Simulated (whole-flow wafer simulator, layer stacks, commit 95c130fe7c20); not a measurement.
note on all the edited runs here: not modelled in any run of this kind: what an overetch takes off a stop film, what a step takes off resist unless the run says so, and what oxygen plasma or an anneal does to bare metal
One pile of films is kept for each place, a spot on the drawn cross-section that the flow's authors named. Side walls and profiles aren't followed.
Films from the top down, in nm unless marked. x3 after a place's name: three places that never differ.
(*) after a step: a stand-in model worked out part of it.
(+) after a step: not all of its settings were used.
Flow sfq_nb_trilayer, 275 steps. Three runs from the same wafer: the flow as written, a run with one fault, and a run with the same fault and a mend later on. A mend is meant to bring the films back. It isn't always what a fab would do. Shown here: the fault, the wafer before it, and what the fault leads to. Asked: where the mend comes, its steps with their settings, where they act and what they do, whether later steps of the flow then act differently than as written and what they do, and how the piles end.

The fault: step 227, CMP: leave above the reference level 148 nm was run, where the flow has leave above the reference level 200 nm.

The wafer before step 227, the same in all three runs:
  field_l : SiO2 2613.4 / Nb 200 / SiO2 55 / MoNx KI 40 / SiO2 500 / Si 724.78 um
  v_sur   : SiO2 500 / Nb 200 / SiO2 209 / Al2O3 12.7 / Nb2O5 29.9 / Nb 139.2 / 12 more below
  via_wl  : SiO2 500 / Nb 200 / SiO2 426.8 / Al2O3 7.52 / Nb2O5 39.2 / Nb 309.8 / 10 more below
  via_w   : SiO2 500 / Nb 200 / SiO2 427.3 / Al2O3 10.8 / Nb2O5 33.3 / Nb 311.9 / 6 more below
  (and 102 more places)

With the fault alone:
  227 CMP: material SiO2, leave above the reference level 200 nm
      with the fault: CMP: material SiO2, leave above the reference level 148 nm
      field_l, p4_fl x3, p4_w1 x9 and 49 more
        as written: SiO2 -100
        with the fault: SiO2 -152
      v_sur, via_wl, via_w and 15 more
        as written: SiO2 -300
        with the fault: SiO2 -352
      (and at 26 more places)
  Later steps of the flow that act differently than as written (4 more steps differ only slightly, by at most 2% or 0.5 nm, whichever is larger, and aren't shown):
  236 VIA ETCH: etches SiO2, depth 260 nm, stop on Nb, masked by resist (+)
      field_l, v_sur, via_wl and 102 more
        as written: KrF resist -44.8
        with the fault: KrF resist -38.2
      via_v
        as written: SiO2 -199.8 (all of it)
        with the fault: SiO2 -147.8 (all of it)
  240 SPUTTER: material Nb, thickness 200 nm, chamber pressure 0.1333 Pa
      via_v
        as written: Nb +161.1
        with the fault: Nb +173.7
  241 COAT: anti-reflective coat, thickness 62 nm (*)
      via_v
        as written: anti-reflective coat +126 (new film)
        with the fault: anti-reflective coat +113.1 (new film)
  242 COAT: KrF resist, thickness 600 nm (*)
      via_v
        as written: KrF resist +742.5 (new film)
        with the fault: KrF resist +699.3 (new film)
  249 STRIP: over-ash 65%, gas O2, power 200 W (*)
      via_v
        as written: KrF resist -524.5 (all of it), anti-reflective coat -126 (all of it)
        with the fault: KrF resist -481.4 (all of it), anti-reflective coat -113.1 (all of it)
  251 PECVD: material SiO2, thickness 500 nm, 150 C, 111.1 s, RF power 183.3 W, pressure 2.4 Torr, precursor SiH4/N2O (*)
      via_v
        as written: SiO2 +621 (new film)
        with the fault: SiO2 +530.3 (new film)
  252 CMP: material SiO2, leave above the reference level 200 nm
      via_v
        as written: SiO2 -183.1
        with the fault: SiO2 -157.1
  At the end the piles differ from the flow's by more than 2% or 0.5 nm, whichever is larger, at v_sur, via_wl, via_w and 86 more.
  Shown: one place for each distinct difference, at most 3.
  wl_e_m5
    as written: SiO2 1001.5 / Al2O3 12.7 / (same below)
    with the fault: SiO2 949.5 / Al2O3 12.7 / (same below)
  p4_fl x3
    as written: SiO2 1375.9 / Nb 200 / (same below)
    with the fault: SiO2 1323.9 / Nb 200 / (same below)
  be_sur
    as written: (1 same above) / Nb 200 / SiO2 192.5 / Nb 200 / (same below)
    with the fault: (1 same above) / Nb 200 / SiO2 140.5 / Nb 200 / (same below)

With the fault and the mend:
  The mend comes after step 234.
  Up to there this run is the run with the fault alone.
  234a STRIP: over-ash 65%, gas O2, power 200 W (*)
      field_l, v_sur, via_wl and 102 more
        KrF resist -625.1 (all of it), anti-reflective coat -62 (all of it)
      via_v
        anti-reflective coat -62 (all of it)
  234b PECVD: material SiO2, thickness 52 nm, 150 C, 11.56 s, RF power 183.3 W, pressure 2.4 Torr, precursor SiH4/N2O (the flow's step 226 once more, with other settings)
      field_l, v_sur, via_wl and 103 more
        SiO2 +52
  234c COAT: anti-reflective coat, thickness 62 nm (the flow's step 229 once more)
      field_l, v_sur, via_wl and 103 more
        anti-reflective coat +62 (new film)
  234d COAT: KrF resist, thickness 650 nm (the flow's step 230 once more)
      field_l, v_sur, via_wl and 103 more
        KrF resist +650 (new film)
  234e SOFTBAKE: KrF resist (the flow's step 231 once more)
      changes no film at any place that is followed
  234f EXPOSE: photomask I6, dose 11.91 mJ/cm2, NA 0.6, wavelength 248 nm (*) (the flow's step 232 once more)
      changes no film at any place that is followed
  234g PEB: KrF resist, 90 s (the flow's step 233 once more)
      field_l, v_sur, via_wl and 103 more
        KrF resist -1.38
  234h DEVELOP: KrF resist, thickness 650 nm, 60 s (the flow's step 234 once more)
      field_l, v_sur, via_wl and 102 more
        KrF resist -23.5
      via_v
        KrF resist -648.6 (all of it)
  No later step of the flow acts differently than as written, at any place that is followed, by more than 2% or 0.5 nm, whichever is larger.
  At the end the piles are the same as the flow's at every place that both follow.
